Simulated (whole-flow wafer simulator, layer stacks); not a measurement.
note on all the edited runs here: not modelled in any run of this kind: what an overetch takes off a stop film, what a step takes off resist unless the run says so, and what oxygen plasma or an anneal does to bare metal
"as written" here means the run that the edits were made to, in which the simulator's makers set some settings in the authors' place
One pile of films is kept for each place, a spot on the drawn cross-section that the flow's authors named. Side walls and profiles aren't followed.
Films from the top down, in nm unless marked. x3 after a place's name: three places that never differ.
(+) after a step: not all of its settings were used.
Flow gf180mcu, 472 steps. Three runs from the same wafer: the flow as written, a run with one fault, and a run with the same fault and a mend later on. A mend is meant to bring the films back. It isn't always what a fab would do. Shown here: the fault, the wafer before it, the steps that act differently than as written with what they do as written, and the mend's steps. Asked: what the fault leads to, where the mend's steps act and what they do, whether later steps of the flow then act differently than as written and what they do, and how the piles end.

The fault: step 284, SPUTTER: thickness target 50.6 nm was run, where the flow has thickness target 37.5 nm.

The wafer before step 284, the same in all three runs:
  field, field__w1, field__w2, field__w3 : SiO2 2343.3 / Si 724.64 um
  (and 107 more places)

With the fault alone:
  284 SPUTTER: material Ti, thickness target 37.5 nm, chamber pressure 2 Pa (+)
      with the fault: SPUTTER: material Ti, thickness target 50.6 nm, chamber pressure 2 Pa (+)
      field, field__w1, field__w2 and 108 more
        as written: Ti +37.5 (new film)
        with the fault: Ti +50.6 (new film)
  Later steps of the flow that act differently than as written:
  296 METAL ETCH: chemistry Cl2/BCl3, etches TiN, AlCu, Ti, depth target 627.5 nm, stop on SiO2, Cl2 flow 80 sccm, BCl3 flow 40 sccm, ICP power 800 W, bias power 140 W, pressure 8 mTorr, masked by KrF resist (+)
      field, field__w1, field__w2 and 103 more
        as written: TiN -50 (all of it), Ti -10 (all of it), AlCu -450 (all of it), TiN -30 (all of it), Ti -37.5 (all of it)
        with the fault: TiN -50 (all of it), Ti -10 (all of it), AlCu -450 (all of it), TiN -30 (all of it), Ti -50.6 (all of it)
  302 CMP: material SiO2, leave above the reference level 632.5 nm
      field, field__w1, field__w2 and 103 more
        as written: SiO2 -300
        with the fault: SiO2 -286.9
  At the end the piles differ from the flow's by more than 2% or 0.5 nm, whichever is larger, at field__w8, contact, m1, m1__w1, m1_nw.
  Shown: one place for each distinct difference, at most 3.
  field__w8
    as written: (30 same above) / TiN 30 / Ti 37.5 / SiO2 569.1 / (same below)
    with the fault: (30 same above) / TiN 30 / Ti 50.6 / SiO2 569.1 / (same below)
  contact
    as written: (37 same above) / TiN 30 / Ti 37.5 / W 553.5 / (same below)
    with the fault: (37 same above) / TiN 30 / Ti 50.6 / W 553.5 / (same below)

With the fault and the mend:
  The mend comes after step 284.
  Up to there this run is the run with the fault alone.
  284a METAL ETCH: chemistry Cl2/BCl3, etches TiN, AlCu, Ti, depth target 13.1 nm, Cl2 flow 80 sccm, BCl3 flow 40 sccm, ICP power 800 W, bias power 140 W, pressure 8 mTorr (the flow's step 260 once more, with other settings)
      field, field__w1, field__w2 and 108 more
        Ti -13.1
  No later step of the flow acts differently than as written at any place that is followed.
  At the end the piles are the same as the flow's at every place that both follow.
